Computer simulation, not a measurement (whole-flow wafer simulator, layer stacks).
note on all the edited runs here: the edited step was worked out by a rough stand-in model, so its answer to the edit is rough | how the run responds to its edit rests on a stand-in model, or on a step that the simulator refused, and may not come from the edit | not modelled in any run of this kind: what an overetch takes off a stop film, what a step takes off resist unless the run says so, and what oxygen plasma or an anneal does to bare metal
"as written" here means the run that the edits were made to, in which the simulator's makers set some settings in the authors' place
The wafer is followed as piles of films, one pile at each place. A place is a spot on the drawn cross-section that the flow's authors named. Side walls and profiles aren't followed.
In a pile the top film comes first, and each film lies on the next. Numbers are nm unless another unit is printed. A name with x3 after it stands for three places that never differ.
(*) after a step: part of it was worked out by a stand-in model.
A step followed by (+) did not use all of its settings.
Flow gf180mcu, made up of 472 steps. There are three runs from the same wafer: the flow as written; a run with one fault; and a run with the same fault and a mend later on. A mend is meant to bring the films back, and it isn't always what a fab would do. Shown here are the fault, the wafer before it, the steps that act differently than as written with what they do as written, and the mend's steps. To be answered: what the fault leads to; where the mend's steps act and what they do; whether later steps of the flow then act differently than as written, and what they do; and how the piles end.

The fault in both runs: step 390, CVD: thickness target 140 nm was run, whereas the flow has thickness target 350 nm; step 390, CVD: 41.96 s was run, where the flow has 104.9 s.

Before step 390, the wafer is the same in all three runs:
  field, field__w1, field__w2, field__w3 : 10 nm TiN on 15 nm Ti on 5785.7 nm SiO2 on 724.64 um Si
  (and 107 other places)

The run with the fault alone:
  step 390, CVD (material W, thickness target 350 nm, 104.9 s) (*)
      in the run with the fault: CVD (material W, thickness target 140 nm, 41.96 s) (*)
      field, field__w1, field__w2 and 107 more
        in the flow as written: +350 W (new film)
        in the run with the fault: +141.8 W (new film)
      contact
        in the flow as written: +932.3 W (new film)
        in the run with the fault: +724.1 W (new film)
  Steps later in the flow that act otherwise than as written:
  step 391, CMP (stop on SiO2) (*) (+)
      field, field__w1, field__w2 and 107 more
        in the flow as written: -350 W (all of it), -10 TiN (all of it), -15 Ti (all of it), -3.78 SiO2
        in the run with the fault: -141.8 W (all of it), -10 TiN (all of it), -15 Ti (all of it), -1.68 SiO2
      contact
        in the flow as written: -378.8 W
        in the run with the fault: -168.5 W
  The piles end only slightly different from the flow's at the places that both follow, by no more than 2% or 0.5 nm, whichever is larger.

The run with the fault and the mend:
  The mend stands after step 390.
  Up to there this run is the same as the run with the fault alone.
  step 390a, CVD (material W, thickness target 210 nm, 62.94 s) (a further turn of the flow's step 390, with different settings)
      field, field__w1, field__w2 and 108 more
        +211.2 W
  None of the later steps of the flow differs from how it acts as written, at any place that is followed, by more than 2% or 0.5 nm, whichever is larger.
  The piles end only slightly different from the flow's at the places that both follow, by no more than 2% or 0.5 nm, whichever is larger.
